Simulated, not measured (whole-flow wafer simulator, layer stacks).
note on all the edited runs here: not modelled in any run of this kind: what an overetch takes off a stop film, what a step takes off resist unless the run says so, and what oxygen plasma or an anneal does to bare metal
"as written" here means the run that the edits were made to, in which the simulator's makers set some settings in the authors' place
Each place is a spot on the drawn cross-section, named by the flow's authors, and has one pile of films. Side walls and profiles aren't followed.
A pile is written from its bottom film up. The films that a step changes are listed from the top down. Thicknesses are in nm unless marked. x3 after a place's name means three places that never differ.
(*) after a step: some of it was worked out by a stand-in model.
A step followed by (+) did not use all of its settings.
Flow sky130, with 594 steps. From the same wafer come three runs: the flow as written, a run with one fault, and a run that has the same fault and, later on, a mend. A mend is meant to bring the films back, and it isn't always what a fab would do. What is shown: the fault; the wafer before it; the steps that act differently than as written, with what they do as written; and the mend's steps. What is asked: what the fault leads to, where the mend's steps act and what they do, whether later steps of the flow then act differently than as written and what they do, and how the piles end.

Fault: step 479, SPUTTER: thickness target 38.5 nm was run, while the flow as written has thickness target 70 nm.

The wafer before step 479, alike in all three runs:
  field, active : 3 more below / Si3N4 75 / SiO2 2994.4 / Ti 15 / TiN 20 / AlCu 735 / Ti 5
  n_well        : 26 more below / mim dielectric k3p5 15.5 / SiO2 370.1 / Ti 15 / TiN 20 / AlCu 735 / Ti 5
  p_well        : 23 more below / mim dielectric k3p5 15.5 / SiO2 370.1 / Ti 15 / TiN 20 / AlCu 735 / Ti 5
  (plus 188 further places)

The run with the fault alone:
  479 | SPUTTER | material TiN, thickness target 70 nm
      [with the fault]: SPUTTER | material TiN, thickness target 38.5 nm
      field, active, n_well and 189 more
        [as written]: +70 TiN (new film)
        [with the fault]: +38.5 TiN (new film)
  Steps further on in the flow that do not act as written (not shown: 5 more steps that differ only slightly, by at most 2% or 0.5 nm, whichever is larger):
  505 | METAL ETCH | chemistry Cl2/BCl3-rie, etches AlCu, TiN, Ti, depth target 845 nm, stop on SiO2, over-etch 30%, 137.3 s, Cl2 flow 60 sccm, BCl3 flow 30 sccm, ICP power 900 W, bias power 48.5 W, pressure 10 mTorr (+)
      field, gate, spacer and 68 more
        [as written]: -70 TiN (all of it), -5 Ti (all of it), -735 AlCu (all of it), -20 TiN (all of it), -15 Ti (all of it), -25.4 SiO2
        [with the fault]: -38.5 TiN (all of it), -5 Ti (all of it), -735 AlCu (all of it), -20 TiN (all of it), -15 Ti (all of it), -28.5 SiO2
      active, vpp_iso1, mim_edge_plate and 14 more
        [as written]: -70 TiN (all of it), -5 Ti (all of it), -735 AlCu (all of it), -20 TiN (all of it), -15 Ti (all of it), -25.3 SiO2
        [with the fault]: -38.5 TiN (all of it), -5 Ti (all of it), -735 AlCu (all of it), -20 TiN (all of it), -15 Ti (all of it), -28.5 SiO2
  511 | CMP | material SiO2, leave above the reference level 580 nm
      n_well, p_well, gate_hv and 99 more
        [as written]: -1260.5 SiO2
        [with the fault]: -1229 SiO2
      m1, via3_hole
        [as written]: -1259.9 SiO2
        [with the fault]: -1228.4 SiO2
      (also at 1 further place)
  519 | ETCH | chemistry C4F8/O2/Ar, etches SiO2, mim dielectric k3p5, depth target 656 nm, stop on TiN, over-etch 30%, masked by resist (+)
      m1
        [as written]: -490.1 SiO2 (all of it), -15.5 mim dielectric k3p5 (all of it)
        [with the fault]: -521.6 SiO2 (all of it), -15.5 mim dielectric k3p5 (all of it)
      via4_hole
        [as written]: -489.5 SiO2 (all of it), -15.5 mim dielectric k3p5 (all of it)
        [with the fault]: -521 SiO2 (all of it), -15.5 mim dielectric k3p5 (all of it)
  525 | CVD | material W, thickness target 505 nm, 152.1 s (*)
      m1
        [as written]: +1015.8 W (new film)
        [with the fault]: +1047.5 W (new film)
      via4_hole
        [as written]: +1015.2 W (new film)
        [with the fault]: +1046.9 W (new film)
  At n_well, p_well, gate_hv and 102 more, the piles at the end differ from the flow's by more than 2% or 0.5 nm, whichever is larger.
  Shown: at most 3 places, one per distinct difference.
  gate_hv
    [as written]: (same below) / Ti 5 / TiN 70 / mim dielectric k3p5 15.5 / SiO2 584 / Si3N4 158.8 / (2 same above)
    [with the fault]: (same below) / Ti 5 / TiN 38.5 / mim dielectric k3p5 15.5 / SiO2 615.5 / Si3N4 158.8 / (2 same above)
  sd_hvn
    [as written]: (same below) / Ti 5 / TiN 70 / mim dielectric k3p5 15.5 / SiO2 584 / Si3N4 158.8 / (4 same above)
    [with the fault]: (same below) / Ti 5 / TiN 38.5 / mim dielectric k3p5 15.5 / SiO2 615.5 / Si3N4 158.8 / (4 same above)
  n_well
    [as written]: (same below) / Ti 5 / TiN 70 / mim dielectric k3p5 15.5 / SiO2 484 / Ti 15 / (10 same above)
    [with the fault]: (same below) / Ti 5 / TiN 38.5 / mim dielectric k3p5 15.5 / SiO2 515.5 / Ti 15 / (10 same above)

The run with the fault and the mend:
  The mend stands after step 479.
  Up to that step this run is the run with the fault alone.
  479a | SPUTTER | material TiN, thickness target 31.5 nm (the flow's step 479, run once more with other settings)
      field, active, n_well and 189 more
        +31.5 TiN
  Every later step of the flow that is run acts as written at every place that is followed.
  By the end, the piles equal the flow's at every place that both follow.
